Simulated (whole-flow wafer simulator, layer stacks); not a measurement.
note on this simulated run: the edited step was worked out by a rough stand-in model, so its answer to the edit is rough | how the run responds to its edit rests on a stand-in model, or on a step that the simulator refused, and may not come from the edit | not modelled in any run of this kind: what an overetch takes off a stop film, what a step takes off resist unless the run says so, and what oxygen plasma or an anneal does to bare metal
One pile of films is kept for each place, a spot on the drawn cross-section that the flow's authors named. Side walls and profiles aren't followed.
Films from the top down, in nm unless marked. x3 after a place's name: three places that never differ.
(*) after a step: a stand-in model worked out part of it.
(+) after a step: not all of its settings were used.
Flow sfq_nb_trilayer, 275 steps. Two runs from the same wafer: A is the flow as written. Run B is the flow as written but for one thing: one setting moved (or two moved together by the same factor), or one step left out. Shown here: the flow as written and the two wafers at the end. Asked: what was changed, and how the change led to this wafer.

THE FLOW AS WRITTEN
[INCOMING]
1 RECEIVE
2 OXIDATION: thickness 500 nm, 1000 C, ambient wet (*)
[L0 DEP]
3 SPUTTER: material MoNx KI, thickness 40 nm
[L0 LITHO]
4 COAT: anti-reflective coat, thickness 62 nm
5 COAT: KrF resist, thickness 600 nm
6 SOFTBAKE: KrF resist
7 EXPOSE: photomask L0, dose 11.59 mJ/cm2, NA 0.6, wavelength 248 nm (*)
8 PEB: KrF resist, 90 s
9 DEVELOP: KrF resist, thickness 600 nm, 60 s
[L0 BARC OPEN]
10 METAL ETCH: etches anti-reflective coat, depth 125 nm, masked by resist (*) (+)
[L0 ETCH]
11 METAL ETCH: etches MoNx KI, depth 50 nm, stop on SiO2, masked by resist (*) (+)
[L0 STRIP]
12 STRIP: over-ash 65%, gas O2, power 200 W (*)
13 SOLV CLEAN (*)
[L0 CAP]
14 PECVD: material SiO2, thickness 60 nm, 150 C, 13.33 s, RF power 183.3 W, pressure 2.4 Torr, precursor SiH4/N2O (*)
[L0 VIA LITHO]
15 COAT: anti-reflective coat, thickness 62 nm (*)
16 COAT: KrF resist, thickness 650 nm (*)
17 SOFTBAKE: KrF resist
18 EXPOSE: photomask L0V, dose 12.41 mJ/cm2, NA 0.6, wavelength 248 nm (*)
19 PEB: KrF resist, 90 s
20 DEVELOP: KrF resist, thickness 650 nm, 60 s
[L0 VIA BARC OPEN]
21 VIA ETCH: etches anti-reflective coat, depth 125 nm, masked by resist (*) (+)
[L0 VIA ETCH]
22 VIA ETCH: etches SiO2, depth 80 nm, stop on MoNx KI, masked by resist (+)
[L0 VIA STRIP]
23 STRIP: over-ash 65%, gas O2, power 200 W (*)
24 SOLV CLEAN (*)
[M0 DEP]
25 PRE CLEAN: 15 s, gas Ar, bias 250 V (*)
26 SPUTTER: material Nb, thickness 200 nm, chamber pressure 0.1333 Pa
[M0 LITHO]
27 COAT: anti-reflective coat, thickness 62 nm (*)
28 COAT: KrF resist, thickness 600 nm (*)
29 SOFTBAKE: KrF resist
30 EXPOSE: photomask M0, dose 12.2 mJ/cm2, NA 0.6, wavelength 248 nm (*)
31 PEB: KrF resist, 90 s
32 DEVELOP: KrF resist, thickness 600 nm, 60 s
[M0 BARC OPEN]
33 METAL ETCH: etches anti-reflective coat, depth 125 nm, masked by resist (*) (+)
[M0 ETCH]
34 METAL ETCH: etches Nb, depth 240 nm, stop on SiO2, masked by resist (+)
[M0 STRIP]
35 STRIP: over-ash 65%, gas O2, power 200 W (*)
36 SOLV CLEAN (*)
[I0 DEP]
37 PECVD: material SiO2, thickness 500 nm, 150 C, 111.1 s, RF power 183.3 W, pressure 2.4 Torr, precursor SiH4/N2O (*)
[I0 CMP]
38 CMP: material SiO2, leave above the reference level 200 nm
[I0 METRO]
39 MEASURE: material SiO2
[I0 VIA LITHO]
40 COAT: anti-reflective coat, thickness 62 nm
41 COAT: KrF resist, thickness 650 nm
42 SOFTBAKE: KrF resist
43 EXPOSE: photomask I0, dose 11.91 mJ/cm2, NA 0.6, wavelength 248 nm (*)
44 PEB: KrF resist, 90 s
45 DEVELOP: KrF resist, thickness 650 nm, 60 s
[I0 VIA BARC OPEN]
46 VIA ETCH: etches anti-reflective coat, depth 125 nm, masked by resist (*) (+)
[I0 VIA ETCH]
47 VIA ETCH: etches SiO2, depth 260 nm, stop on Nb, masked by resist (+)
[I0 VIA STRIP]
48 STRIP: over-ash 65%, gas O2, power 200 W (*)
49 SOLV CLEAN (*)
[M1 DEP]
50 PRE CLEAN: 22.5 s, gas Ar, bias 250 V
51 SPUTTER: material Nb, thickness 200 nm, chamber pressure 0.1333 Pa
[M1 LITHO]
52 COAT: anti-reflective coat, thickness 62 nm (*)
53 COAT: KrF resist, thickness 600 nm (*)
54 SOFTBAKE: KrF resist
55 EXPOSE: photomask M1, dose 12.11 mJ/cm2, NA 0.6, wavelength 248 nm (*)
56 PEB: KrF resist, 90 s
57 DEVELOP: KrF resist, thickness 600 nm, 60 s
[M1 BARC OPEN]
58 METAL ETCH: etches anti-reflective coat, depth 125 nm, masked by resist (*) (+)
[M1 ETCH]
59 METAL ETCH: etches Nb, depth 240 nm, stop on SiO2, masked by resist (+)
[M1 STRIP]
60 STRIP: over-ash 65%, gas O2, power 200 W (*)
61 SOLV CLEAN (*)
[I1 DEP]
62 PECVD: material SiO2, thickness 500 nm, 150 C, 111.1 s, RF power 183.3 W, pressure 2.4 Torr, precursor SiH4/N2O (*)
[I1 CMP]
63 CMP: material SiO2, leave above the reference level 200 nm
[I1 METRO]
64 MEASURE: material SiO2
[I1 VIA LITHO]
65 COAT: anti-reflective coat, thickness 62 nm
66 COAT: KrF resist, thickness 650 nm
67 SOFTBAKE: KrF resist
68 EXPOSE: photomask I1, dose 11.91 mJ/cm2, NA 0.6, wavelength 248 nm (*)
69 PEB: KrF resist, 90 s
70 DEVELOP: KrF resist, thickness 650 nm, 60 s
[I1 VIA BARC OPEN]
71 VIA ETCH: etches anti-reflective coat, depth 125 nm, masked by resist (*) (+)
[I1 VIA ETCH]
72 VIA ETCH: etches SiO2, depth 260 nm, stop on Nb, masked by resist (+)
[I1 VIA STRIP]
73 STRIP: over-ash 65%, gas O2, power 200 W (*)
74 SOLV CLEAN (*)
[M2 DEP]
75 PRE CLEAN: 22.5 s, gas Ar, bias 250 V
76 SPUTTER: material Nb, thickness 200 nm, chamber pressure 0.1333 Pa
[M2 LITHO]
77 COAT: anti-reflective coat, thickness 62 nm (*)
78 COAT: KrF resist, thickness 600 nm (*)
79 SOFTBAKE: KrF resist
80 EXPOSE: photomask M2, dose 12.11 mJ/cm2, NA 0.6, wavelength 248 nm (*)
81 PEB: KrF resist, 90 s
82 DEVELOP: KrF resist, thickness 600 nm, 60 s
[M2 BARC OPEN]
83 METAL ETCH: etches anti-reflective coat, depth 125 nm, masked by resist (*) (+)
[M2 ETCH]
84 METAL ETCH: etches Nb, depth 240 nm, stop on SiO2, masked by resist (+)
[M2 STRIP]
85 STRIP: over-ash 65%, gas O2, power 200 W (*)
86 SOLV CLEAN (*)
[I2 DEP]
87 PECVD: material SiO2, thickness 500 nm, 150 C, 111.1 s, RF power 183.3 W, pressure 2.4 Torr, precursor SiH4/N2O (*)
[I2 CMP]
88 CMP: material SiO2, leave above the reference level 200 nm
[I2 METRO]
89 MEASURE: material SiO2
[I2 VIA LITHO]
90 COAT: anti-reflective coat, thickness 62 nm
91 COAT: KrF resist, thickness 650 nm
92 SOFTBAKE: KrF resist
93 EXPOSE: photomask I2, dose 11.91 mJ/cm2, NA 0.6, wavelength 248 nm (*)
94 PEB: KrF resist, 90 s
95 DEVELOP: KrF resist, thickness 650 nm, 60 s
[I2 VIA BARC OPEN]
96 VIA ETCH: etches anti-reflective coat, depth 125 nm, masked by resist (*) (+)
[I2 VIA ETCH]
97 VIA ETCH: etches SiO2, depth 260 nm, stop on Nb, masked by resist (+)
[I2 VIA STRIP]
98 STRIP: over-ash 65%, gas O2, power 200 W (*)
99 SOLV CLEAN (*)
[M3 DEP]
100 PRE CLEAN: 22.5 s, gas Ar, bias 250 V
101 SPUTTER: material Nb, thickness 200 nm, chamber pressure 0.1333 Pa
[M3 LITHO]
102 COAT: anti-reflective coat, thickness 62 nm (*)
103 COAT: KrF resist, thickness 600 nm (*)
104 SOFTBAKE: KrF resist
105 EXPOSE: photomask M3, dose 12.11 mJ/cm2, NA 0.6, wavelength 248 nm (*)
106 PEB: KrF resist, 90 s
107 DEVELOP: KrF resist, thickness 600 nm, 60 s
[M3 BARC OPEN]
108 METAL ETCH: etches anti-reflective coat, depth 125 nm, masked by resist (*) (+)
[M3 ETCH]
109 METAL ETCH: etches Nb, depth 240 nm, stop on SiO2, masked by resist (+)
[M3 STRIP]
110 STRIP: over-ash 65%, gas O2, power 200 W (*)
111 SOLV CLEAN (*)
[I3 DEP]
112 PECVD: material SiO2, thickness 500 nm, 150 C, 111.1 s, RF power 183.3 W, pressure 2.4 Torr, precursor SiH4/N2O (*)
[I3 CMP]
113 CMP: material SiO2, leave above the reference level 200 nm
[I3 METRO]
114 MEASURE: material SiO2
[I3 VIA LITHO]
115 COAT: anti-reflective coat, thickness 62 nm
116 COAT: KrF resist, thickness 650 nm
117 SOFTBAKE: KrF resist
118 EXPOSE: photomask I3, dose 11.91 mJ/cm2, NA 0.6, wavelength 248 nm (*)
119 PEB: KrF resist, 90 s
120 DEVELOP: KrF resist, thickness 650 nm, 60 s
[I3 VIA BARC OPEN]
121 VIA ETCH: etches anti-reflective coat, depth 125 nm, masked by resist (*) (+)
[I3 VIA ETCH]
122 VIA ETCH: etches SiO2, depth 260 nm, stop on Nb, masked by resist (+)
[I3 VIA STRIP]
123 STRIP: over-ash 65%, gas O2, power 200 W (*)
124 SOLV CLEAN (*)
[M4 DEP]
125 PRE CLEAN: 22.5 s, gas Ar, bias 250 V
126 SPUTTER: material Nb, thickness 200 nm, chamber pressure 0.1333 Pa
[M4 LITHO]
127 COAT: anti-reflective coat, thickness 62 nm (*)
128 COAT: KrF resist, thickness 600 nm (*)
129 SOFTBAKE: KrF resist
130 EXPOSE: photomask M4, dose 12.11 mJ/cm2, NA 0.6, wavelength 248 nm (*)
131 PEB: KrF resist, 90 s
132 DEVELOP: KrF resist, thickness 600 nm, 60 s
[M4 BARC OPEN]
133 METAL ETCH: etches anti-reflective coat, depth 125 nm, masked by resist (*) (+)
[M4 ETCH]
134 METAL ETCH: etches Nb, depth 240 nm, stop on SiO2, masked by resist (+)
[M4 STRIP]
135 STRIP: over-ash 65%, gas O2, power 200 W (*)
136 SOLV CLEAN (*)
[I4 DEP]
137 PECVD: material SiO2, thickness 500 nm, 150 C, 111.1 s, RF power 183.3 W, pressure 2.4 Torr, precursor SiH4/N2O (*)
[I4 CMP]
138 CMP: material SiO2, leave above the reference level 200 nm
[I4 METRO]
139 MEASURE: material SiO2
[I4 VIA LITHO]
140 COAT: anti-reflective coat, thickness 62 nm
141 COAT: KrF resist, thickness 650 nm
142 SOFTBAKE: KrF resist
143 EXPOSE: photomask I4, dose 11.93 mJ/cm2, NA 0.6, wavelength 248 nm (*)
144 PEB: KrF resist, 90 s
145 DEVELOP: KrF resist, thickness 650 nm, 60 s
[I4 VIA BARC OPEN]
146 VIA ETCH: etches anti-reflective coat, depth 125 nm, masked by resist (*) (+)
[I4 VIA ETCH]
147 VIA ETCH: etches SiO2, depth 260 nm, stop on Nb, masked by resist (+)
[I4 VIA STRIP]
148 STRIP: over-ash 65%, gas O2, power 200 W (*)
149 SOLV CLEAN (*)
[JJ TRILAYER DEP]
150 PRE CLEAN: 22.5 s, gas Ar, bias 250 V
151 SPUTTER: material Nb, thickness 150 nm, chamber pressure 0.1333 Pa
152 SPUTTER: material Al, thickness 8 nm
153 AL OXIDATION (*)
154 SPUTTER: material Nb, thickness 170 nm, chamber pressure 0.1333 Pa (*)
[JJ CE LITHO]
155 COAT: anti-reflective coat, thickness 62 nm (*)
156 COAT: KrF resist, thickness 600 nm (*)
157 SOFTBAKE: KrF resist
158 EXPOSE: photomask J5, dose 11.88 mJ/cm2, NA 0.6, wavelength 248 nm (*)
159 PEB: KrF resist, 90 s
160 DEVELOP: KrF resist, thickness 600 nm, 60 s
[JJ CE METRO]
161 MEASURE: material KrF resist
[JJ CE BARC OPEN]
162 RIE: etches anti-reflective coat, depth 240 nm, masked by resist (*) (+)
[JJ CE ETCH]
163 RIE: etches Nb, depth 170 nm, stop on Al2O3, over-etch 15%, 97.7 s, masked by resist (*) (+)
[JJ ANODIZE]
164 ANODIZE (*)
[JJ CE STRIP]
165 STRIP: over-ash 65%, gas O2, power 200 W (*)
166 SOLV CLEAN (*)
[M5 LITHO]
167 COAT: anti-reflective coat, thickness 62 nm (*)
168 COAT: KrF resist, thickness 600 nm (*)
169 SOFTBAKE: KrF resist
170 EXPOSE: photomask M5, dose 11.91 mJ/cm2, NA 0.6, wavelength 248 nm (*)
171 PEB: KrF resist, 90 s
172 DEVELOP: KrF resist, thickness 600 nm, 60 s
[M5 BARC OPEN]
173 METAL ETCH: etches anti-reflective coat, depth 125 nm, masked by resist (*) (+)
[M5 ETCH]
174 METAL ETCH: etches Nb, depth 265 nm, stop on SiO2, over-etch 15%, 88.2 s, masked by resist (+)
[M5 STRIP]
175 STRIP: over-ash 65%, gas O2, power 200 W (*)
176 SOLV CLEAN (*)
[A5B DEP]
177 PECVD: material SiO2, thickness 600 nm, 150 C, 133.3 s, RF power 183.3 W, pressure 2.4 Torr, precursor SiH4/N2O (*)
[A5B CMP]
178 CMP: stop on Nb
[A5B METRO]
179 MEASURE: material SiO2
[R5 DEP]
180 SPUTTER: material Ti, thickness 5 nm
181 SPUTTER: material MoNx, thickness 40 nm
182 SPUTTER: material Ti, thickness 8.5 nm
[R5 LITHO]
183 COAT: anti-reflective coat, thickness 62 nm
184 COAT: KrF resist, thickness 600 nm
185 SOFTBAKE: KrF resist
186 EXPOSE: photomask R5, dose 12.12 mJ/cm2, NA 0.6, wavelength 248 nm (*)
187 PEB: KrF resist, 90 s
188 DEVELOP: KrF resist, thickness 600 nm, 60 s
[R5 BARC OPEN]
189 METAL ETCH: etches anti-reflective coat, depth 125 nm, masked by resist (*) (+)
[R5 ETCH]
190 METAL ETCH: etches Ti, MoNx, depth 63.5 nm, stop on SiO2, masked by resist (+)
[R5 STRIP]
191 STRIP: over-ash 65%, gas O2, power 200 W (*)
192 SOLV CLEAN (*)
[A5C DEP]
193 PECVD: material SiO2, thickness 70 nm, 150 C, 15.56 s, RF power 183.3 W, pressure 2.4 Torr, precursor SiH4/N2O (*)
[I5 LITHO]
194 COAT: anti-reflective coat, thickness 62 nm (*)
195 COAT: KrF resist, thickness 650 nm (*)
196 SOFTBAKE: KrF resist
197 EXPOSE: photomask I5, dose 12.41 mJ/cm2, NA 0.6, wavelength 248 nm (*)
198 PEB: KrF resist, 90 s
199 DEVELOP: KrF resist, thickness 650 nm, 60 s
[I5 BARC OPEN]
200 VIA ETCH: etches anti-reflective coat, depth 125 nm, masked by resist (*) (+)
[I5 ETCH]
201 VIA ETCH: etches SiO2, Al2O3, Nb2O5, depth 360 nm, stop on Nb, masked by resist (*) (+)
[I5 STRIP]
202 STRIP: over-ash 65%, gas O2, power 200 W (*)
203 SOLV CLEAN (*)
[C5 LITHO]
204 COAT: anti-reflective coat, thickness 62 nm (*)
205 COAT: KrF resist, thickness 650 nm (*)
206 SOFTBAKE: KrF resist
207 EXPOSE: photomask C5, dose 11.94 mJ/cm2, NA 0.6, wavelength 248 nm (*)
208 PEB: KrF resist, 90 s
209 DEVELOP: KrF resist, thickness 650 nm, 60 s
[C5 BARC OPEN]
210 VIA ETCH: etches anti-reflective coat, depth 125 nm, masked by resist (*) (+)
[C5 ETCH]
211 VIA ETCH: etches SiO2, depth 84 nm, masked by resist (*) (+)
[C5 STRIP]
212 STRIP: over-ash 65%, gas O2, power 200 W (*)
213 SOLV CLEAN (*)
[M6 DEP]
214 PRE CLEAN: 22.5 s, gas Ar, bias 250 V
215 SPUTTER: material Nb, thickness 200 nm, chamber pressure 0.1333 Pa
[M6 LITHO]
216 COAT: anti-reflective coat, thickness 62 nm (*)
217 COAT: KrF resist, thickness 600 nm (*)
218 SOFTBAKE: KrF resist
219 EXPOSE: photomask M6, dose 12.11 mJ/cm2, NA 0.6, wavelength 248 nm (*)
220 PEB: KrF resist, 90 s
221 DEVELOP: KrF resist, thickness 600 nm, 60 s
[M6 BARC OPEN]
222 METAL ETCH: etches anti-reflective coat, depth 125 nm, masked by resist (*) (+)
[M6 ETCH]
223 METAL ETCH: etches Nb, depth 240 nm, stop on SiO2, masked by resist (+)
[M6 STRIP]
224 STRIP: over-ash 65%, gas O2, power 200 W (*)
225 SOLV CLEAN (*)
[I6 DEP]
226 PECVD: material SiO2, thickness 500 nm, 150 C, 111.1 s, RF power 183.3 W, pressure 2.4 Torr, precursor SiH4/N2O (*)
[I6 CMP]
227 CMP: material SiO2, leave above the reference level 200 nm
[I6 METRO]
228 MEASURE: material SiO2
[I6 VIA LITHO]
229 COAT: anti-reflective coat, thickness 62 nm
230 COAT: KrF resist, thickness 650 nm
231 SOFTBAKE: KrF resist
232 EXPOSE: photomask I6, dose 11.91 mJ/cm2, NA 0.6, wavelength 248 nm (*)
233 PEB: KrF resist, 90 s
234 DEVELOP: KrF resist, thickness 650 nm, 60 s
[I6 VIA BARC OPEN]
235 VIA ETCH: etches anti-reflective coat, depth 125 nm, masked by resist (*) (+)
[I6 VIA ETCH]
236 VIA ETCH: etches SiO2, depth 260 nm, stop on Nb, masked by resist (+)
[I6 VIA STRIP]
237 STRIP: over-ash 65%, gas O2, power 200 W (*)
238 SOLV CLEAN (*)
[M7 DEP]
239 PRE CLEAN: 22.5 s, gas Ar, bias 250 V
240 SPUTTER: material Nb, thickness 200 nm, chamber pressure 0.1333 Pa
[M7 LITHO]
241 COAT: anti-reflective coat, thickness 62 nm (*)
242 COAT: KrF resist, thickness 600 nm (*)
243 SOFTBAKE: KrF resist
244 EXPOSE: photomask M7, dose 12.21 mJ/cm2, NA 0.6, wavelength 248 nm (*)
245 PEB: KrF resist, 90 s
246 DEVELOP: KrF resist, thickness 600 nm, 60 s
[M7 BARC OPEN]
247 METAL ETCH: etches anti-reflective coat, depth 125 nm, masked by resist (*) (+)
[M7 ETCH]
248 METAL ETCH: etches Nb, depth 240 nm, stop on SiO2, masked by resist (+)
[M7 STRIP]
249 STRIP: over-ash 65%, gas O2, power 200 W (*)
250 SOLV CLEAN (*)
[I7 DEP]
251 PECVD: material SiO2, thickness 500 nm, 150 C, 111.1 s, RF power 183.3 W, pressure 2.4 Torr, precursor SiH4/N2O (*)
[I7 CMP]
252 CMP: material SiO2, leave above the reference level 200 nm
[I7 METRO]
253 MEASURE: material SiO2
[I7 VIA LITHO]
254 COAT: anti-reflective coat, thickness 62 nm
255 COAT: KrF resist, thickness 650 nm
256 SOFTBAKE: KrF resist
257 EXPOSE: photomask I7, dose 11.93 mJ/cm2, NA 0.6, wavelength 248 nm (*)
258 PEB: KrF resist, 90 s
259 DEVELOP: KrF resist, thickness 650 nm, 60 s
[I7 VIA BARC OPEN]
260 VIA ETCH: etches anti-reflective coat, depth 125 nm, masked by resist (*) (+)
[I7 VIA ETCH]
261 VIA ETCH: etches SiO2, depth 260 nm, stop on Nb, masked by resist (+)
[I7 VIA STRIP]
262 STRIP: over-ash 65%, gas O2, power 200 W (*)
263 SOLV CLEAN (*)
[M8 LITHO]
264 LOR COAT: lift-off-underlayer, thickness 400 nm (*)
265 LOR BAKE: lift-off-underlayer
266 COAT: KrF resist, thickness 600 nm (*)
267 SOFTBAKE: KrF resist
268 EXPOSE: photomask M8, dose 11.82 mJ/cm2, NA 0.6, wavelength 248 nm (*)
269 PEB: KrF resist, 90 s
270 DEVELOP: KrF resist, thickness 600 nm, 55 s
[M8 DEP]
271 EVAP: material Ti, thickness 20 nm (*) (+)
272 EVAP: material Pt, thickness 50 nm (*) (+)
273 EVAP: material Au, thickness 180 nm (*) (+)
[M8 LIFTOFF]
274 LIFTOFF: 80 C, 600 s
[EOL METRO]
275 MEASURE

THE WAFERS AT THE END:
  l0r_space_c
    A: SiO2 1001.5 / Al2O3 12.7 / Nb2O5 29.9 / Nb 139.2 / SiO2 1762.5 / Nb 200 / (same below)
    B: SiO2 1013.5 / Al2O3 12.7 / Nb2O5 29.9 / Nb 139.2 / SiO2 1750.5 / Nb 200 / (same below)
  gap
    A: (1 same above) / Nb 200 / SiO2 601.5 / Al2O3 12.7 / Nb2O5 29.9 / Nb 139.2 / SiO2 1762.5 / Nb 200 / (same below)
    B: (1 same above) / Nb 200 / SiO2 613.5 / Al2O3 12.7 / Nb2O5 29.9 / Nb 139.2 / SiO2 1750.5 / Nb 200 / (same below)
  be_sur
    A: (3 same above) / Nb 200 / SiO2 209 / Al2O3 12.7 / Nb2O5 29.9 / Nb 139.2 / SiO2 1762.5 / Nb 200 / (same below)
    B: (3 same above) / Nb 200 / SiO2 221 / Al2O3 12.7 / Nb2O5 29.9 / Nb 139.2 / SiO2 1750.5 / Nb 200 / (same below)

The cause: step 137, PECVD: thickness 388 nm was run, where the flow has thickness 500 nm; step 137, PECVD: 86.11 s was run, where the flow has 111.1 s.

How the change led to this, step by step:
  137 PECVD: material SiO2, thickness 500 nm, 150 C, 111.1 s, RF power 183.3 W, pressure 2.4 Torr, precursor SiH4/N2O (*)
      field_l, be, be_sur and 55 more: A SiO2 +500 | B SiO2 +388
      v_sur, via_wl, via_w and 35 more: A SiO2 +500 (new film) | B SiO2 +388 (new film)
      (and at 10 more places)
  138 CMP: material SiO2, leave above the reference level 200 nm
      field_l, be, be_sur and 55 more: A SiO2 -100 | B nothing
      p3_s0, p3_s1, p3_s2, p3_s3, p3_s4, p3_s5: A SiO2 -157.1 | B nothing
      (and at 42 more places)
  140 COAT: anti-reflective coat, thickness 62 nm
      p3_s0, p3_s1, p3_s2, p3_s3, p3_s4, p3_s5, m8r_pad_l, m8r_pad_r: A anti-reflective coat +62 (new film) | B anti-reflective coat +65.7 (new film)
      m0r_space_l, m0r_space_r, m6r_space_l, m6r_space_r, m7r_space_l, m7r_space_r: A anti-reflective coat +62 (new film) | B anti-reflective coat +63.7 (new film)
      (and at 27 more places)
  148 STRIP: over-ash 65%, gas O2, power 200 W (*)
      m0r_space_l, m0r_space_r, m6r_space_l, m6r_space_r, m7r_space_l, m7r_space_r: A KrF resist -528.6 (all of it), anti-reflective coat -62 (all of it) | B KrF resist -530.5 (all of it), anti-reflective coat -63.7 (all of it)
      p3_l1, p3_l2, p3_l3: A KrF resist -528.6 (all of it), anti-reflective coat -62 (all of it) | B KrF resist -526.3 (all of it), anti-reflective coat -59 (all of it)
      (and at 32 more places)
  155 COAT: anti-reflective coat, thickness 62 nm (*)
      p3_fr, m0r_space_l, m0r_space_r, m6r_space_l, m6r_space_r, m7r_space_l, m7r_space_r: A anti-reflective coat +62 (new film) | B anti-reflective coat +63.5 (new film)
      p3_s0, p3_s1, p3_s2, p3_s3, p3_s4, p3_s5: A anti-reflective coat +62 (new film) | B anti-reflective coat +65.1 (new film)
      (and at 30 more places)
  162 RIE: etches anti-reflective coat, depth 240 nm, masked by resist (*) (+)
      p3_fr, m0r_space_l, m0r_space_r, m6r_space_l, m6r_space_r, m7r_space_l, m7r_space_r: A anti-reflective coat -62 (all of it) | B anti-reflective coat -63.5 (all of it)
      p3_s0, p3_s1, p3_s2, p3_s3, p3_s4, p3_s5: A anti-reflective coat -62 (all of it) | B anti-reflective coat -65.1 (all of it)
      (and at 30 more places)
  167 COAT: anti-reflective coat, thickness 62 nm (*)
      p3_fr, m0r_space_l, m0r_space_r, m6r_space_l, m6r_space_r, m7r_space_l, m7r_space_r: A anti-reflective coat +62 (new film) | B anti-reflective coat +63.4 (new film)
      p3_s0, p3_s1, p3_s2, p3_s3, p3_s4, p3_s5: A anti-reflective coat +62 (new film) | B anti-reflective coat +64.8 (new film)
      (and at 28 more places)
  173 METAL ETCH: etches anti-reflective coat, depth 125 nm, masked by resist (*) (+)
      p3_s0, p3_s1, p3_s2, p3_s3, p3_s4, p3_s5: A anti-reflective coat -62 (all of it), Al2O3 -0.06 | B anti-reflective coat -64.8 (all of it), Al2O3 -0.06
      p3_l1, p3_l2, p3_l3, p3_l4, p3_l5, p3_l6: A anti-reflective coat -62 (all of it), Al2O3 -0.06 | B anti-reflective coat -58 (all of it), Al2O3 -0.07
      (and at 12 more places)
  175 STRIP: over-ash 65%, gas O2, power 200 W (*)
      m0r_space_l, m0r_space_r, m6r_space_l, m6r_space_r, m7r_space_l, m7r_space_r: A KrF resist -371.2 (all of it), anti-reflective coat -62 (all of it) | B KrF resist -372 (all of it), anti-reflective coat -63.4 (all of it)
      m5r_linepad_l, m5r_linepad_r: A KrF resist -371.2 (all of it), anti-reflective coat -62 (all of it) | B KrF resist -369.1 (all of it), anti-reflective coat -66.2 (all of it)
      (and at 9 more places)
  178 CMP: stop on Nb
      ce_l, c5j, ce_r: A SiO2 -600 (all of it) | B SiO2 -588
      be, be_sur, gap and 34 more: A SiO2 -453.5 | B SiO2 -441.5
      (and at 27 more places)
  190 METAL ETCH: etches Ti, MoNx, depth 63.5 nm, stop on SiO2, masked by resist (+)
      ce_l, c5j, ce_r: A Ti -8.5 (all of it), MoNx -40 (all of it), Ti -5 (all of it), Nb -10 | B Ti -8.5 (all of it), MoNx -40 (all of it), Ti -5 (all of it)
  193 PECVD: material SiO2, thickness 70 nm, 150 C, 15.56 s, RF power 183.3 W, pressure 2.4 Torr, precursor SiH4/N2O (*)
      ce_l, c5j, ce_r: A SiO2 +70 (new film) | B SiO2 +70
  194 COAT: anti-reflective coat, thickness 62 nm (*)
      jj_sur: A anti-reflective coat +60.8 (new film) | B anti-reflective coat +62.8 (new film)
      ce_l: A anti-reflective coat +67.2 (new film) | B anti-reflective coat +62.7 (new film)
      (and at 3 more places)
  201 VIA ETCH: etches SiO2, Al2O3, Nb2O5, depth 360 nm, stop on Nb, masked by resist (*) (+)
      be: A SiO2 -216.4 (all of it), Al2O3 -12.7 (all of it), Nb2O5 -29.9 (all of it) | B SiO2 -228.4 (all of it), Al2O3 -12.7 (all of it), Nb2O5 -29.9 (all of it)
  202 STRIP: over-ash 65%, gas O2, power 200 W (*)
      jj_sur: A KrF resist -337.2 (all of it), anti-reflective coat -60.8 (all of it) | B KrF resist -336.9 (all of it), anti-reflective coat -62.8 (all of it)
      ce_l: A KrF resist -341.5 (all of it), anti-reflective coat -67.2 (all of it) | B KrF resist -337.9 (all of it), anti-reflective coat -62.7 (all of it)
      (and at 3 more places)
  204 COAT: anti-reflective coat, thickness 62 nm (*)
      wire: A anti-reflective coat +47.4 (new film) | B anti-reflective coat +48.6 (new film)
      be: A anti-reflective coat +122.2 (new film) | B anti-reflective coat +125.9 (new film)
      (and at 5 more places)
  ... 7 more steps ...
  227 CMP: material SiO2, leave above the reference level 200 nm
      ce_l, ce_r: A SiO2 -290 | B SiO2 -300
      c5j: A SiO2 -223 | B SiO2 -233
